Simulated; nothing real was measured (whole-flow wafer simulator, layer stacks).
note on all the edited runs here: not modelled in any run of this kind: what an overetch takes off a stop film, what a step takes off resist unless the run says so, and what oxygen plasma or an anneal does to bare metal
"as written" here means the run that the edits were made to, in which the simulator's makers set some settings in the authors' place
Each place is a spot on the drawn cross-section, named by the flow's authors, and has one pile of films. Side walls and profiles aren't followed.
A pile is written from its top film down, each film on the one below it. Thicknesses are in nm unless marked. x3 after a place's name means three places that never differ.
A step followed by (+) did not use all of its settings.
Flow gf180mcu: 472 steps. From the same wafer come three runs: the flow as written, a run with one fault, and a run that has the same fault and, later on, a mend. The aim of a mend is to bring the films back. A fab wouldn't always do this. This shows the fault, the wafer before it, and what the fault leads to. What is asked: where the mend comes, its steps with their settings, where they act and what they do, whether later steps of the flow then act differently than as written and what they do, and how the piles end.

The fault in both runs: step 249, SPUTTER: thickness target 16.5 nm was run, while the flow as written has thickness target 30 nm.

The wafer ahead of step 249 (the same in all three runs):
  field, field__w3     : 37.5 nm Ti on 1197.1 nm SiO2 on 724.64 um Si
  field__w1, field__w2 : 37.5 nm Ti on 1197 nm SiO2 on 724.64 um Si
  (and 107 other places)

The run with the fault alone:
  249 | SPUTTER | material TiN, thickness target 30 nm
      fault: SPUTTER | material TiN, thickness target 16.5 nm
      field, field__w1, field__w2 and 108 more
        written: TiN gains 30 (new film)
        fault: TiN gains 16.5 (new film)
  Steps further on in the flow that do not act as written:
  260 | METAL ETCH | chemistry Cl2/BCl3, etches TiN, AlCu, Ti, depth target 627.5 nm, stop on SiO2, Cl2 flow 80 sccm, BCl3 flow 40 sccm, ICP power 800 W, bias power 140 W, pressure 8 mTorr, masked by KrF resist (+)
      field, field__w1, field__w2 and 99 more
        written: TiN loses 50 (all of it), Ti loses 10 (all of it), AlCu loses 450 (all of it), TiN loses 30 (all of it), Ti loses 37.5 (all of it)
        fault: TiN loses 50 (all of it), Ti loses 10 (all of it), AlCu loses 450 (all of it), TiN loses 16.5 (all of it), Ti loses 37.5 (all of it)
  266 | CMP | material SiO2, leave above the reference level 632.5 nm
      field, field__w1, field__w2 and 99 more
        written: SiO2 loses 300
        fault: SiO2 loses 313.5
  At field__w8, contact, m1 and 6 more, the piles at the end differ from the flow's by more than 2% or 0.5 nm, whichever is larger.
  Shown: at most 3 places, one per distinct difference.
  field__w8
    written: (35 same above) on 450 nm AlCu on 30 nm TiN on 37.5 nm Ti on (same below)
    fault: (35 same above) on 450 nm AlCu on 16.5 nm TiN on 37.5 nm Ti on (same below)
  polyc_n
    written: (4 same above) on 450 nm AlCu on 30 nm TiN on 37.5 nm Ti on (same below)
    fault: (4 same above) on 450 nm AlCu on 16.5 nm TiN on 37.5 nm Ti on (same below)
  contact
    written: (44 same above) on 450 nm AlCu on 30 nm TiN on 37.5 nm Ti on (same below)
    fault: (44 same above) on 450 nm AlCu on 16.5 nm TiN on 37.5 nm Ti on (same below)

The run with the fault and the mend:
  After step 249 comes the mend.
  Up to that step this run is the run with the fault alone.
  249a | SPUTTER | material TiN, thickness target 13.5 nm (a further turn of the flow's step 249, with different settings)
      field, field__w1, field__w2 and 108 more
        TiN gains 13.5
  Every later step of the flow that is run acts as written at every place that is followed.
  At every place that both follow, the piles at the end match the flow's.
